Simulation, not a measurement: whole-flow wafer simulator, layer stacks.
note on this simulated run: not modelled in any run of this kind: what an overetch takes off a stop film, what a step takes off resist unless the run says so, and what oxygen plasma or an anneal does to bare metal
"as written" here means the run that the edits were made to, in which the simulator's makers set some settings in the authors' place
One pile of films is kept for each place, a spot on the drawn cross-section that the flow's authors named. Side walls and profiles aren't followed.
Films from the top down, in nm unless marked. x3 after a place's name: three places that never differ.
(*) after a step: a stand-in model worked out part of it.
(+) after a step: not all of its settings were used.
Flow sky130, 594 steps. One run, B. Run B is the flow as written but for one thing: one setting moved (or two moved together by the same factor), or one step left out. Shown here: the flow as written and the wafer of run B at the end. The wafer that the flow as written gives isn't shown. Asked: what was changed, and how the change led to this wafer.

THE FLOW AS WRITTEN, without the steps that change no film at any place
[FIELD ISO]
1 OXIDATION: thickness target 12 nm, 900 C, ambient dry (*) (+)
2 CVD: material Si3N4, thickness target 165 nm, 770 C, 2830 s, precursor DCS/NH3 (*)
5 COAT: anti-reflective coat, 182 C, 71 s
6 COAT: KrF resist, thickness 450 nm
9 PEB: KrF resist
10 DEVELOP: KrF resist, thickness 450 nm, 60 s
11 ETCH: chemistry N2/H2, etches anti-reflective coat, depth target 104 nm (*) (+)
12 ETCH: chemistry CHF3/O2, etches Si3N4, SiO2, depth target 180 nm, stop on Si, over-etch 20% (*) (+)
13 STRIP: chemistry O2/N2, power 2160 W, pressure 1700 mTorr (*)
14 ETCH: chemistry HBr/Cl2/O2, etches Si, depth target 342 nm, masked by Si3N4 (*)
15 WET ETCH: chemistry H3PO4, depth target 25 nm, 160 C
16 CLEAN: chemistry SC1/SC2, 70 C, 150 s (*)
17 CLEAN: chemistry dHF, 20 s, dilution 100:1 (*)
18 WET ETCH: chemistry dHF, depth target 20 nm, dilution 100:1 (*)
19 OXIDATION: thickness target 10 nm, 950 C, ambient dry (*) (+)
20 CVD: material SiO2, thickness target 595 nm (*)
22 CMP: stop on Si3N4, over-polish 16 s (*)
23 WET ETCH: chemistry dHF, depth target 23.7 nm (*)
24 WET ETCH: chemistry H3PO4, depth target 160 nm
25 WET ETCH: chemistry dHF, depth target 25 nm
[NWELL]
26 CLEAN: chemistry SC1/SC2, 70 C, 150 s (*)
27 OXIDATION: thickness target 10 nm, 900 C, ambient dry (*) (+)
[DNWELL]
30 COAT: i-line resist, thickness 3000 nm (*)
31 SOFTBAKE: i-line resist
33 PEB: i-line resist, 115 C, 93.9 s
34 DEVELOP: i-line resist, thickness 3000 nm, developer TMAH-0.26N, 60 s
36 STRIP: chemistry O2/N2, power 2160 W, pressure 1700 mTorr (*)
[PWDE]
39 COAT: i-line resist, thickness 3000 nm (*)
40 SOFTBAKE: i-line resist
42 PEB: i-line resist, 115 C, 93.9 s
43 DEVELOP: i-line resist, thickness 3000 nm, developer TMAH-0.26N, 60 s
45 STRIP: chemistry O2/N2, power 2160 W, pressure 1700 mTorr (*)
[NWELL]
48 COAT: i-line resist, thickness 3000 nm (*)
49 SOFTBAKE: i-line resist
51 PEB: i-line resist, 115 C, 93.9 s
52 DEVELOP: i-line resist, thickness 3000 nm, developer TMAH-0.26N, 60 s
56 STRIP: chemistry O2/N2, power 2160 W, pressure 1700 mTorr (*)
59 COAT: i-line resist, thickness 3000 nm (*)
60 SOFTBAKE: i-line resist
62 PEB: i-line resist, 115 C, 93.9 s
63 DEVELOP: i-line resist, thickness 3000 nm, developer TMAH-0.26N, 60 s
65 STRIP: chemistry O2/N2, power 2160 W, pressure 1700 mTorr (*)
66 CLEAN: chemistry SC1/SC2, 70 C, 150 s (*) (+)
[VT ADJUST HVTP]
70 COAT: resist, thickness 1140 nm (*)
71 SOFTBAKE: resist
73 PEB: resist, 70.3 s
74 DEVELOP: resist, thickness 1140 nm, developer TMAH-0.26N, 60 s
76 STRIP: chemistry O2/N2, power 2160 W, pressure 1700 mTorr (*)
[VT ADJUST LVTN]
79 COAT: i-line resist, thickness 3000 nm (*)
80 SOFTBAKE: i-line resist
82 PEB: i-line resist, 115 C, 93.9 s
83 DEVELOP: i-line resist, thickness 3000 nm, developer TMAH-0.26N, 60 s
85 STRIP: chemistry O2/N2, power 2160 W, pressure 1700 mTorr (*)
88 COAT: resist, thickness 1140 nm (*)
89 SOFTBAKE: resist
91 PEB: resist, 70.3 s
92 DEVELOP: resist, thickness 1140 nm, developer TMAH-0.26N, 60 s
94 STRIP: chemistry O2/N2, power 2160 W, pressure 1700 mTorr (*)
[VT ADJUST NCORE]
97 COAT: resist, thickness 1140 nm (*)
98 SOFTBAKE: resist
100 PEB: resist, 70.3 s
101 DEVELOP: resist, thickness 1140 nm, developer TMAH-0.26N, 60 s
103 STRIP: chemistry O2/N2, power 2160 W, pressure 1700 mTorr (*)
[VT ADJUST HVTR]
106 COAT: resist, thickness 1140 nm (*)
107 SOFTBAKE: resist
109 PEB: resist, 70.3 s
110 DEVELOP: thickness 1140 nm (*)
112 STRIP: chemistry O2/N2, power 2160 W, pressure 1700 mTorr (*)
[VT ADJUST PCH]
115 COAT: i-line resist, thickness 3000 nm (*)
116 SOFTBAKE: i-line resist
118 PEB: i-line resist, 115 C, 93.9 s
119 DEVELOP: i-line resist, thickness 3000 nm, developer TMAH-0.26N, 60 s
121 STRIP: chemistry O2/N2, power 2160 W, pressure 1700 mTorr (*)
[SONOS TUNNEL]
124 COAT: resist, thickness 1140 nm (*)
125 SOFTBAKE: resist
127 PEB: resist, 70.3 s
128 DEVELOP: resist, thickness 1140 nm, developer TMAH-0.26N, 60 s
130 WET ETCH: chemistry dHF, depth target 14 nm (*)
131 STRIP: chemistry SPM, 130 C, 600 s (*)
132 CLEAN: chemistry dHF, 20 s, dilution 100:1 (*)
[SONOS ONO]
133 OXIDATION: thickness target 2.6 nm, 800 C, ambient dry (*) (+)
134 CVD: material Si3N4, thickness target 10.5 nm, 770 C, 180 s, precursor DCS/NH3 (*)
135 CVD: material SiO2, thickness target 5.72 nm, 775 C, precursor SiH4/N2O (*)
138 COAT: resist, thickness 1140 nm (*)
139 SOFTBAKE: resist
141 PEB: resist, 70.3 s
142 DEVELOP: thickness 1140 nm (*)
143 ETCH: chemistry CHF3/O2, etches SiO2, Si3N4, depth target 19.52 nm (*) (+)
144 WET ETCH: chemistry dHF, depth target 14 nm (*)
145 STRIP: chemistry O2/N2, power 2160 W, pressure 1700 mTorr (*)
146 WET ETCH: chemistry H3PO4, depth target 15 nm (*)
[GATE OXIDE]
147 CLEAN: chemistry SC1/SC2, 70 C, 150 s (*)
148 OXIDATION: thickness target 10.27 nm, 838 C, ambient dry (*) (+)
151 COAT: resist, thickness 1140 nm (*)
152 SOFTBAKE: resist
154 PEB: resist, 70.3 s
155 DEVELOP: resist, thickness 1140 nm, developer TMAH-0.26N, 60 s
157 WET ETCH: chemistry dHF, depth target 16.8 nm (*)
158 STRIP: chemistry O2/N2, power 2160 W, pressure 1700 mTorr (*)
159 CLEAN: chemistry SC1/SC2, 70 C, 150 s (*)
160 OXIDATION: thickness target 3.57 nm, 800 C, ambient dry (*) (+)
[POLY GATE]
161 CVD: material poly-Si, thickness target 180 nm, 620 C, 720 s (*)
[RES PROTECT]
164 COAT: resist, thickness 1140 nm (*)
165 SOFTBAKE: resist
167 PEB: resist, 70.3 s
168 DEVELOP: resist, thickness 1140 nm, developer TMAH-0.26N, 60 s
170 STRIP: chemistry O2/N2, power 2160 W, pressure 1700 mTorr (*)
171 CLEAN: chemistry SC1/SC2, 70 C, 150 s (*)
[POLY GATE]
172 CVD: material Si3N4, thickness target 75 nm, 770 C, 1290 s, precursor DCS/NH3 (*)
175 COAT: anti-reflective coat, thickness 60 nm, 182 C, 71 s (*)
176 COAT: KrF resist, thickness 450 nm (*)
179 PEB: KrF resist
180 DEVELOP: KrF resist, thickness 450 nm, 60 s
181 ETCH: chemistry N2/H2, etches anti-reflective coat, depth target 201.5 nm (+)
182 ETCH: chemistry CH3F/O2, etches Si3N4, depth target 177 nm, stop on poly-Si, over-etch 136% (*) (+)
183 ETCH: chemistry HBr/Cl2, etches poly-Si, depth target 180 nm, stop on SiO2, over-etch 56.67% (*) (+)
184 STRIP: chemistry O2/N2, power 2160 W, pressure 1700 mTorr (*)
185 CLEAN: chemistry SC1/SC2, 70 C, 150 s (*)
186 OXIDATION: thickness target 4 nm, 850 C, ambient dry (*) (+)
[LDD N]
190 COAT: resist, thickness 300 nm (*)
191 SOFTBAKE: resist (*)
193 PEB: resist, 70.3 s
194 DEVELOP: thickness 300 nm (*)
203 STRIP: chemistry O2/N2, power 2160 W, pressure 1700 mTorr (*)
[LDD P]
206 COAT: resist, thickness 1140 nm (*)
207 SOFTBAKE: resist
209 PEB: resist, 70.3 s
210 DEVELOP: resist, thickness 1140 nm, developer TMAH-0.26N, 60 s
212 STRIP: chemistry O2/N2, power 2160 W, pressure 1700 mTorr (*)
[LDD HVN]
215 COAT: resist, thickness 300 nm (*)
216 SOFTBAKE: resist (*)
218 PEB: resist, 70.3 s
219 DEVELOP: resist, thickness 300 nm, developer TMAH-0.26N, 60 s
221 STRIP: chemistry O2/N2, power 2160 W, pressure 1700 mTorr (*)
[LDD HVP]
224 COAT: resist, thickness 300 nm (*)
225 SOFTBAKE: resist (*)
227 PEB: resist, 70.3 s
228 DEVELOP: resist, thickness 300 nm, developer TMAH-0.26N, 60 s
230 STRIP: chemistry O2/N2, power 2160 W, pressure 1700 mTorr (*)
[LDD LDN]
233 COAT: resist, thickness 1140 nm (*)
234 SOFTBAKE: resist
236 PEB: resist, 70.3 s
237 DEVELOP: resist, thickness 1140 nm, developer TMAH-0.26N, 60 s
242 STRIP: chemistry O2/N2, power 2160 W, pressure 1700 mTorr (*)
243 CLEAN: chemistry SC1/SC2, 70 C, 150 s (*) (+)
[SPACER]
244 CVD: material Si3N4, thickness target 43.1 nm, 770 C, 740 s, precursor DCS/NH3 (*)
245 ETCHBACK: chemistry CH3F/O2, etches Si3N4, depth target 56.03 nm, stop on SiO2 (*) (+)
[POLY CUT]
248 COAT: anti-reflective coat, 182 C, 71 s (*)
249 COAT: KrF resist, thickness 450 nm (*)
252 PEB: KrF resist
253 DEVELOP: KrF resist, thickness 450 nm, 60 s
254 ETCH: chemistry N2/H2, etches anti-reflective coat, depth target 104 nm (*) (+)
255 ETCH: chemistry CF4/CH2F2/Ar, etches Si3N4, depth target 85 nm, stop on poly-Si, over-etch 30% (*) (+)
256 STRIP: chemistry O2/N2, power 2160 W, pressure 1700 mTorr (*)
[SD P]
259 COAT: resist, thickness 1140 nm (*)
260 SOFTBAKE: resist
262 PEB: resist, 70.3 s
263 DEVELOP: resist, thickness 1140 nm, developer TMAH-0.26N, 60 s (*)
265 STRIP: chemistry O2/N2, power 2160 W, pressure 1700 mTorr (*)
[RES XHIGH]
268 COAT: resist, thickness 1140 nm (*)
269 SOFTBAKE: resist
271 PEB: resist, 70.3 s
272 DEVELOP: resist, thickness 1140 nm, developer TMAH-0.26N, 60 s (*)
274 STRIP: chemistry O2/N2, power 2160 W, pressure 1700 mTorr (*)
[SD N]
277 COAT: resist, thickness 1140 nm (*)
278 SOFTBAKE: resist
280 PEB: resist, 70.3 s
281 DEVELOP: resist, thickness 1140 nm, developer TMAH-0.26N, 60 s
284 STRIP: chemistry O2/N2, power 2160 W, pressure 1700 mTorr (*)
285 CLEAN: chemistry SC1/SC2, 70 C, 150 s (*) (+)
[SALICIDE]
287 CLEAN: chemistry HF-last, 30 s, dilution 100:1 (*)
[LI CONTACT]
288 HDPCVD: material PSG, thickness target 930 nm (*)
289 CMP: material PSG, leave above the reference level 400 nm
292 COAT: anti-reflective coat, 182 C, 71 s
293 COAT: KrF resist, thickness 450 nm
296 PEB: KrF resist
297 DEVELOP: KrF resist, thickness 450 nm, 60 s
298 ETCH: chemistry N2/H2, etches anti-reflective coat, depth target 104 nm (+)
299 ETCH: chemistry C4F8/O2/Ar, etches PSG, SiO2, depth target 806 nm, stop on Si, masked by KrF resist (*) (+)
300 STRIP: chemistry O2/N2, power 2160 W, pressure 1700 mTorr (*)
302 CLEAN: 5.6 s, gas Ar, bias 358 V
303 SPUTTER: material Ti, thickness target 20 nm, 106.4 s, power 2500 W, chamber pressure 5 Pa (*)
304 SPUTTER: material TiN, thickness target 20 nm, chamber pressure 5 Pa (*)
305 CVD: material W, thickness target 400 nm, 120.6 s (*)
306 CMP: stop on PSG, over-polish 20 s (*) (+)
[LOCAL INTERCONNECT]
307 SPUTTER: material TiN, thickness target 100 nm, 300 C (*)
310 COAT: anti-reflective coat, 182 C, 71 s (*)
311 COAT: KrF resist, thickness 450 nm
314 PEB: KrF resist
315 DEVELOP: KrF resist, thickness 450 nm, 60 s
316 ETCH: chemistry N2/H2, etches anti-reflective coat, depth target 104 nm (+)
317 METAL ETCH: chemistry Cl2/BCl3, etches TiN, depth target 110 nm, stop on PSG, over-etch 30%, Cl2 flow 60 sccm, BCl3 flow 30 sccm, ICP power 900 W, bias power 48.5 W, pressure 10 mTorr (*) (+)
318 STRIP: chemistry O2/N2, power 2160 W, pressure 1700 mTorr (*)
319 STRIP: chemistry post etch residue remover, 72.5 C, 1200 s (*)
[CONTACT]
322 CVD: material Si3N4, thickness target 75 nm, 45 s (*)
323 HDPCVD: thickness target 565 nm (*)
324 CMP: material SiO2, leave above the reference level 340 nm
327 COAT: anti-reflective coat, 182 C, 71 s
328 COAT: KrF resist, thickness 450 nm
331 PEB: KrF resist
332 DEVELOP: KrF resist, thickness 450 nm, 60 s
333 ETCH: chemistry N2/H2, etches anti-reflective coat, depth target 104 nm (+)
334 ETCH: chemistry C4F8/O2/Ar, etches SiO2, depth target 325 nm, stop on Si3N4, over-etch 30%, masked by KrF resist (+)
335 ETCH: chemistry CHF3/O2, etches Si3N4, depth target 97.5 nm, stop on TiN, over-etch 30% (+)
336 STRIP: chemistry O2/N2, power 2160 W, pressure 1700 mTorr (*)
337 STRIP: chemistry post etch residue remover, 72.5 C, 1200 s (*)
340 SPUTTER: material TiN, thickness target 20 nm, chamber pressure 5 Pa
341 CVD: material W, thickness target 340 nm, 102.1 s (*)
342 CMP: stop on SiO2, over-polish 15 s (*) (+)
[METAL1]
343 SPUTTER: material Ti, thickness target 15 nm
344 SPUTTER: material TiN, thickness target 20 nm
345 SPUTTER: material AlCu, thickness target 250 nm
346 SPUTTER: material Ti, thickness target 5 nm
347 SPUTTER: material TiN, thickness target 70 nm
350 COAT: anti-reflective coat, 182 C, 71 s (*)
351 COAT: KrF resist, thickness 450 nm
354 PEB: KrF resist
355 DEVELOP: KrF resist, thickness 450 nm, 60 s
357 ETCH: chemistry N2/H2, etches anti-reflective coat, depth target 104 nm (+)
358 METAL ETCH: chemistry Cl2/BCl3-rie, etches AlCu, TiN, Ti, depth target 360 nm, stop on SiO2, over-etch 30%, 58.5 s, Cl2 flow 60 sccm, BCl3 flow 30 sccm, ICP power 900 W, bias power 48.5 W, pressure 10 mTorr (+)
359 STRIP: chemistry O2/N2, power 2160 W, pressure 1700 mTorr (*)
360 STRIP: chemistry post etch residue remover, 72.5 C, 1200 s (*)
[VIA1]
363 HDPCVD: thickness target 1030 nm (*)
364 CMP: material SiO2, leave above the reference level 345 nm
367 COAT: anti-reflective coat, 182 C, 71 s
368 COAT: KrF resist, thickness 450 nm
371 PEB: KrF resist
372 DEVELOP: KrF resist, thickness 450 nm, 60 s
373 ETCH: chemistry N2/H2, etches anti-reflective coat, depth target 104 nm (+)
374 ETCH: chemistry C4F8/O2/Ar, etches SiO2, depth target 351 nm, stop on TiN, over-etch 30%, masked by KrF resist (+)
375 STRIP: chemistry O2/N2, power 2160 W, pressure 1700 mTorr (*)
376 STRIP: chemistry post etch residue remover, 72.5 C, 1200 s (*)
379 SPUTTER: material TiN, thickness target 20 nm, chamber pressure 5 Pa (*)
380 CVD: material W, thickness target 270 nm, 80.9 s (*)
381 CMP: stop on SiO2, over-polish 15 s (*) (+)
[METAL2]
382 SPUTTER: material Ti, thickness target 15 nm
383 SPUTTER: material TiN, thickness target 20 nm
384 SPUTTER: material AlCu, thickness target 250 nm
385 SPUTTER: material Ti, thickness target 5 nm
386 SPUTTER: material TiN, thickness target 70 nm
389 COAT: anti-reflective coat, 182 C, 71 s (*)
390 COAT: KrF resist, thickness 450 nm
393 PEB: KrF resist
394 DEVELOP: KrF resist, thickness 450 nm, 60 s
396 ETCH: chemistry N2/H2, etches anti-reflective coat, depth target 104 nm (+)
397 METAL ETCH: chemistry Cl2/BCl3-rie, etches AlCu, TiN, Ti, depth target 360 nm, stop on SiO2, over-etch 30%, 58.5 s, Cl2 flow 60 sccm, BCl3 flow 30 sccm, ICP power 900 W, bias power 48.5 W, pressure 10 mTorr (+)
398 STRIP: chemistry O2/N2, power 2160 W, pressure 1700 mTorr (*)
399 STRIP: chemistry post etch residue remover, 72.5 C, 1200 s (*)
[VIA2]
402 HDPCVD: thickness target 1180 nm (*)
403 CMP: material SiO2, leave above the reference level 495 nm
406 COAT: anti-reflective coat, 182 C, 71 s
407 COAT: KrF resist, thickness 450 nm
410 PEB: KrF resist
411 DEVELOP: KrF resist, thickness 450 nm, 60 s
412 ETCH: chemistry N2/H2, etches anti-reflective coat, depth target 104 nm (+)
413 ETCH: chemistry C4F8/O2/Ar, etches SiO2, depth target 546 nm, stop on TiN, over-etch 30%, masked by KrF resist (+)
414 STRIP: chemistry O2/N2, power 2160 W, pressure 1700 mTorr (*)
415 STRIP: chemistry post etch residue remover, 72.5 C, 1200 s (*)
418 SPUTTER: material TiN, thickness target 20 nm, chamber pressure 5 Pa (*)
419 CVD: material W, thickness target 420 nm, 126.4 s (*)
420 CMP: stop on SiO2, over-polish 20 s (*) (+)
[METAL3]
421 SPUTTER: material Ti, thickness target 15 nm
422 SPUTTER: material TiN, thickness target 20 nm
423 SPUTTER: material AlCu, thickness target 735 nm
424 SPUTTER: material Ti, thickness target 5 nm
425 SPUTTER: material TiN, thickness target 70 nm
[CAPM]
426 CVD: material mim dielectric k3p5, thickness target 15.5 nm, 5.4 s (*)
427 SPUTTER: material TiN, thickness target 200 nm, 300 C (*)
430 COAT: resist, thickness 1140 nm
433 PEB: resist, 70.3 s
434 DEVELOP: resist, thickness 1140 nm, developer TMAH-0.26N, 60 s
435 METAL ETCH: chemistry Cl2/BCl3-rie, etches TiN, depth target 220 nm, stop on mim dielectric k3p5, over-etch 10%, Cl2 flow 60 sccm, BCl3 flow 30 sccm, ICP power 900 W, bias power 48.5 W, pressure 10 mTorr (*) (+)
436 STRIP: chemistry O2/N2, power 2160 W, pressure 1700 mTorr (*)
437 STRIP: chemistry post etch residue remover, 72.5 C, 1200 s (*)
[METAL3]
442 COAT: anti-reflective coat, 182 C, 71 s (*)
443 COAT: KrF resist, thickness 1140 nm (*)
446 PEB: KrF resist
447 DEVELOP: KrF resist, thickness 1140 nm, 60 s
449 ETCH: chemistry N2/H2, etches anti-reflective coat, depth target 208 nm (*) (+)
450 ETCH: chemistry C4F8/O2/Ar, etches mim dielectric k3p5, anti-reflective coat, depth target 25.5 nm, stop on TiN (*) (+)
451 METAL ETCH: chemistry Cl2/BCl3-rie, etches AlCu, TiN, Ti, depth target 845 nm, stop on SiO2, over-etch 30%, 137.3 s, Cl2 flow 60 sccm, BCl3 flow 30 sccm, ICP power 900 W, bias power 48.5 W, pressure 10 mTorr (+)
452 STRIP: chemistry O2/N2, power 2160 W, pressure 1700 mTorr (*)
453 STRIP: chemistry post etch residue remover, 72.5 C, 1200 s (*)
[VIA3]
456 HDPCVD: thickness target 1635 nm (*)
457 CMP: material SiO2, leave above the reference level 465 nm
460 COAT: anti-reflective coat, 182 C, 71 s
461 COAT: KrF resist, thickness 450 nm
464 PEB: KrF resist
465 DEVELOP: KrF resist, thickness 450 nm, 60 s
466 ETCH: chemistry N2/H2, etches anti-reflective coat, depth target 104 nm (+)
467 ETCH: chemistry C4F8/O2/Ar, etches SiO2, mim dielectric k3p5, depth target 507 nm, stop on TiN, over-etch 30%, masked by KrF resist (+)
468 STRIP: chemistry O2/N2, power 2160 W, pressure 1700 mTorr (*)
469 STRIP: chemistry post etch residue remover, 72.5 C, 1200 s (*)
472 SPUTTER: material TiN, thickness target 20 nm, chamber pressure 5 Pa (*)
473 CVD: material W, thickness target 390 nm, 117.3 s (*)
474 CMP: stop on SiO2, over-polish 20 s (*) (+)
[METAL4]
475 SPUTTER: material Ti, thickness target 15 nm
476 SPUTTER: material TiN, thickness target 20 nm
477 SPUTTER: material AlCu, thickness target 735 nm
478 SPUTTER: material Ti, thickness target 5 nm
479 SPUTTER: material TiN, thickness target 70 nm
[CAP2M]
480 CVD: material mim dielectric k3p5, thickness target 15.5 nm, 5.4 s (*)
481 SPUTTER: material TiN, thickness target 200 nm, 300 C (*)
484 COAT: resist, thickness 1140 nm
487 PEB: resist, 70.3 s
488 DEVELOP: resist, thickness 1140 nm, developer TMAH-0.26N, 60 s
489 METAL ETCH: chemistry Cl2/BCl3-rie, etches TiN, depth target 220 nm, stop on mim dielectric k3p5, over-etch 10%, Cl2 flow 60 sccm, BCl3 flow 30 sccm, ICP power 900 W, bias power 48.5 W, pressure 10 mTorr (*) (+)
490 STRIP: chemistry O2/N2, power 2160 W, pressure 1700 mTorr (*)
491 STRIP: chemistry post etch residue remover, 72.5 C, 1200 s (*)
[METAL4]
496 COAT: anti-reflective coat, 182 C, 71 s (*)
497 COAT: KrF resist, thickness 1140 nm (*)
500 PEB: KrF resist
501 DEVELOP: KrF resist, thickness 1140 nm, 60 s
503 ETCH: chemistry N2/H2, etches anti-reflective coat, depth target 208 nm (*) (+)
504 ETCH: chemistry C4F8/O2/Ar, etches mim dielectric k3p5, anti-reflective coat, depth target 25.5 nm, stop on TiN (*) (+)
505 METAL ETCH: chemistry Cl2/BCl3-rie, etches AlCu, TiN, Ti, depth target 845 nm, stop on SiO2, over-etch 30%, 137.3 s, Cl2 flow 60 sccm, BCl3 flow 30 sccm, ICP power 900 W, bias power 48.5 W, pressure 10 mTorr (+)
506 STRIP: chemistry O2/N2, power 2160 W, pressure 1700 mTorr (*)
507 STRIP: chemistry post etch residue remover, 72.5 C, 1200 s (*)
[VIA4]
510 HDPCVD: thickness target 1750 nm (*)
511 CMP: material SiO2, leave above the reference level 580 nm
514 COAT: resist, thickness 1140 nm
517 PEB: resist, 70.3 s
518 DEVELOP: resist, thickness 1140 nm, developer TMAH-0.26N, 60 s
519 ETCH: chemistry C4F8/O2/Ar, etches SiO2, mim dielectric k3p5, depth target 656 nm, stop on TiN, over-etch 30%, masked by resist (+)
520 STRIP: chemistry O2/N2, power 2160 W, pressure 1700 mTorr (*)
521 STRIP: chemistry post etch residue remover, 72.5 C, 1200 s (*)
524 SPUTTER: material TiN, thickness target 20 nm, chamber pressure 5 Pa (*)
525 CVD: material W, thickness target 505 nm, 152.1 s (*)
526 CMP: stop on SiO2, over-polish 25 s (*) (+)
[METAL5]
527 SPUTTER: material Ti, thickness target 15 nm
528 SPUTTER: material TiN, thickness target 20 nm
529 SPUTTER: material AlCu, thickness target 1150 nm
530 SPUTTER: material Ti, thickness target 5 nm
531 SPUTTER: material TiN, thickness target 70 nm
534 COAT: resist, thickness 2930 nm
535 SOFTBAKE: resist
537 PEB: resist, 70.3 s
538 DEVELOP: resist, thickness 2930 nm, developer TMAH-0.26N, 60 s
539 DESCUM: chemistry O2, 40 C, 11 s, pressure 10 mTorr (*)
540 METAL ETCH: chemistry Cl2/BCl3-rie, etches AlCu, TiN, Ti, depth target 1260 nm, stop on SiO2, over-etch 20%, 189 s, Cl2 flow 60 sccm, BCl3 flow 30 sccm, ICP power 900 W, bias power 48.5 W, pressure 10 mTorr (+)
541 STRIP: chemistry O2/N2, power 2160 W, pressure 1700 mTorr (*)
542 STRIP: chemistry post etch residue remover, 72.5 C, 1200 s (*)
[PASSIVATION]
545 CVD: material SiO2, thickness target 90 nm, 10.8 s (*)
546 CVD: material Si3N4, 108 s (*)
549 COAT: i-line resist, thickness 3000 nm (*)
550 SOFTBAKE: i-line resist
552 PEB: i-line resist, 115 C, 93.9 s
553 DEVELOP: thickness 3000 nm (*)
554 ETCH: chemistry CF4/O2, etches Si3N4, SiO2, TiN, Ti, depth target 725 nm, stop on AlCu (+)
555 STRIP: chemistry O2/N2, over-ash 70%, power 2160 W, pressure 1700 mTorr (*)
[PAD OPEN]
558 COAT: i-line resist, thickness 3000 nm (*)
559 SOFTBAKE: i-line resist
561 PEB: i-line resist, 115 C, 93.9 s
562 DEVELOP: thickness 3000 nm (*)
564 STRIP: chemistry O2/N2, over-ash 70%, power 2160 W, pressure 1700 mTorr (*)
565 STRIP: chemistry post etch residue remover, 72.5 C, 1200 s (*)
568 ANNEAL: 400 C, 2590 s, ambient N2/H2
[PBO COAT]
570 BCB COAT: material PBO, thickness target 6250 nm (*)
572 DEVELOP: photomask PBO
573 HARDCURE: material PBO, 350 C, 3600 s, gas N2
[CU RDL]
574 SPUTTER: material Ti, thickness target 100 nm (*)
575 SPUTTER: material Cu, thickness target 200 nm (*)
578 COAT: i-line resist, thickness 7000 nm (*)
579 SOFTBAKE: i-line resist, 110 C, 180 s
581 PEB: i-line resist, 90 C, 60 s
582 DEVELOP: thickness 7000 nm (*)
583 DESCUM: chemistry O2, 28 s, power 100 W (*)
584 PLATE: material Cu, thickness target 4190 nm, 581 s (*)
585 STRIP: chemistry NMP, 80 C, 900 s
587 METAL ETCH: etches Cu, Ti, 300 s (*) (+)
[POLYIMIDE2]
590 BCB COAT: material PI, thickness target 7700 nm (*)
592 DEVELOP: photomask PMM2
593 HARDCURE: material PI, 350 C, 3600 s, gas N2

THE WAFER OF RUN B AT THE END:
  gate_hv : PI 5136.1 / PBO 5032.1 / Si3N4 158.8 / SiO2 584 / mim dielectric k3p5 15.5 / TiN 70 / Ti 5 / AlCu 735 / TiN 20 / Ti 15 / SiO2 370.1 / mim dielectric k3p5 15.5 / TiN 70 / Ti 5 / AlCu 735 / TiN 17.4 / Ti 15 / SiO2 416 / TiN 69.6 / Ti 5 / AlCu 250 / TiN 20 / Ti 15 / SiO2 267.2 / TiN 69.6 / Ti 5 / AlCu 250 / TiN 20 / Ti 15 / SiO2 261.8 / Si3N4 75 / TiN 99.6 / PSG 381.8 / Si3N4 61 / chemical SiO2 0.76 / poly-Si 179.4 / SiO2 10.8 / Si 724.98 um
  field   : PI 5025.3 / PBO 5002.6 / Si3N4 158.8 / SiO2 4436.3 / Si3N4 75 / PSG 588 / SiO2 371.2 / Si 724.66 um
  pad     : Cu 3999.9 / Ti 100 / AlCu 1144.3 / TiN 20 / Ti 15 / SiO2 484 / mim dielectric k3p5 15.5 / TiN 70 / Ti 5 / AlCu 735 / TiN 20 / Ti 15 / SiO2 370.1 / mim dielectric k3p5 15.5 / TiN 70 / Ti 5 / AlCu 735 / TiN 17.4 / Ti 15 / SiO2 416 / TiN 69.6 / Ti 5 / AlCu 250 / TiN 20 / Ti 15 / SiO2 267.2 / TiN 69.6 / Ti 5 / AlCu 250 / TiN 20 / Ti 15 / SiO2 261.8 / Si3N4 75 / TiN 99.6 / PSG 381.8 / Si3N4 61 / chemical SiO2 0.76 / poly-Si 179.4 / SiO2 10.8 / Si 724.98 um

The cause: step 422, SPUTTER: thickness target 17.4 nm was run, where the flow has thickness target 20 nm.
It can be read off the wafer: gate_hv has TiN 17.4, and step 422 as written asks for 20 nm.

How the change led to this, step by step:
  422 SPUTTER: material TiN, thickness target 20 nm
      field, active, n_well and 188 more: TiN +17.4 (new film) (as written it would be: TiN +20 (new film))
  451 METAL ETCH: chemistry Cl2/BCl3-rie, etches AlCu, TiN, Ti, depth target 845 nm, stop on SiO2, over-etch 30%, 137.3 s, Cl2 flow 60 sccm, BCl3 flow 30 sccm, ICP power 900 W, bias power 48.5 W, pressure 10 mTorr (+)
      field, gate, spacer and 68 more: TiN -70 (all of it), Ti -5 (all of it), AlCu -735 (all of it), TiN -17.4 (all of it), Ti -15 (all of it), SiO2 -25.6 (as written it would be: TiN -70 (all of it), Ti -5 (all of it), AlCu -735 (all of it), TiN -20 (all of it), Ti -15 (all of it), SiO2 -25.4)
      active, vpp_ln, vpp_iso2 and 11 more: TiN -70 (all of it), Ti -5 (all of it), AlCu -735 (all of it), TiN -17.4 (all of it), Ti -15 (all of it), SiO2 -25.6 (as written it would be: TiN -70 (all of it), Ti -5 (all of it), AlCu -735 (all of it), TiN -20 (all of it), Ti -15 (all of it), SiO2 -25.3)
  550 SOFTBAKE: i-line resist
      via1_hole: i-line resist -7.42 (as written it would be: i-line resist -8.29)
      via1_enc: i-line resist -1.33 (as written it would be: i-line resist -2.14)
  559 SOFTBAKE: i-line resist
      via1_hole: i-line resist -7.42 (as written it would be: i-line resist -8.29)
      via1_enc: i-line resist -1.33 (as written it would be: i-line resist -2.14)
